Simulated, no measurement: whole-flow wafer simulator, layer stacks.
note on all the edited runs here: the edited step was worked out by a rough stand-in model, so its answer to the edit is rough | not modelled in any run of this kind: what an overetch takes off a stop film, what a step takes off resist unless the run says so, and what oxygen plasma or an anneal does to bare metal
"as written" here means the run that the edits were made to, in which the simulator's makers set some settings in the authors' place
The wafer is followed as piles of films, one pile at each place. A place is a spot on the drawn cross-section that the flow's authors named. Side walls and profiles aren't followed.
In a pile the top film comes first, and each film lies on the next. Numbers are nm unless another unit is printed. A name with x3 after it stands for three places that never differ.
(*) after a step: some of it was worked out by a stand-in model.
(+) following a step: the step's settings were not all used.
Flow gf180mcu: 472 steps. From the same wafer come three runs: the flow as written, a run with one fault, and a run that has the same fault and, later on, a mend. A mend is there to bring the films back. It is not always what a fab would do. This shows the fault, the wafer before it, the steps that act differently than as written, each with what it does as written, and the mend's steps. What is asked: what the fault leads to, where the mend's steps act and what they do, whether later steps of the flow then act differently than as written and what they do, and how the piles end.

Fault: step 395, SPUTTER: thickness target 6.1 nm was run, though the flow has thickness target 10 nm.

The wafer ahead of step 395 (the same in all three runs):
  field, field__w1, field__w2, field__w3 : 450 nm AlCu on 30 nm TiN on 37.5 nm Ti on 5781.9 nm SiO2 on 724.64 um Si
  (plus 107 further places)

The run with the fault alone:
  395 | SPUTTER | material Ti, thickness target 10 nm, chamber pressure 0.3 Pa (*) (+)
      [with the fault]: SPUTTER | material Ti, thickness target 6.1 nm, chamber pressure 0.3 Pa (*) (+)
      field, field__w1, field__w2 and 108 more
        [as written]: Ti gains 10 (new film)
        [with the fault]: Ti gains 6.1 (new film)
  Steps further on in the flow that do not act as written (2 other steps are not shown; they differ only slightly, by no more than 2% or 0.5 nm, whichever is larger):
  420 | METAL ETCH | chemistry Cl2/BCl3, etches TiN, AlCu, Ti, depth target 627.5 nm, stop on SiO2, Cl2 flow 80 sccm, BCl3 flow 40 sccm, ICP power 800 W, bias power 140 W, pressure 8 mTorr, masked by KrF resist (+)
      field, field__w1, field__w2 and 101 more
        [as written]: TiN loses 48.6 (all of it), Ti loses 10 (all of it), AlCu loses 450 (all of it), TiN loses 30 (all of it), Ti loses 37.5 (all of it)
        [with the fault]: TiN loses 48.6 (all of it), Ti loses 6.1 (all of it), AlCu loses 450 (all of it), TiN loses 30 (all of it), Ti loses 37.5 (all of it)
  The piles end different from the flow's at field__w4, field__w8, contact, m1, m1__w1, mim, mim_1p0, m1_nw by more than 2% or 0.5 nm, whichever is larger.
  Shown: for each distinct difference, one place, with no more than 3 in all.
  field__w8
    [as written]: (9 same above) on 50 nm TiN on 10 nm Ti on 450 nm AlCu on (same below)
    [with the fault]: (9 same above) on 50 nm TiN on 6.1 nm Ti on 450 nm AlCu on (same below)
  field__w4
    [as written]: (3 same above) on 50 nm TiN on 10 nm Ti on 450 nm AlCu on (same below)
    [with the fault]: (3 same above) on 50 nm TiN on 6.1 nm Ti on 450 nm AlCu on (same below)
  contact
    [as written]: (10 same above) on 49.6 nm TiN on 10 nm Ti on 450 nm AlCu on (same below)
    [with the fault]: (10 same above) on 49.6 nm TiN on 6.1 nm Ti on 450 nm AlCu on (same below)

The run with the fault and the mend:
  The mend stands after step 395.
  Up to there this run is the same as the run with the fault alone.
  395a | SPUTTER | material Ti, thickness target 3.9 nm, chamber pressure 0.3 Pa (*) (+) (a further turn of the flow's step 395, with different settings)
      field, field__w1, field__w2 and 108 more
        Ti gains 3.9
  None of the later steps of the flow acts differently than as written at any place that is followed.
  By the end, the piles equal the flow's at every place that both follow.
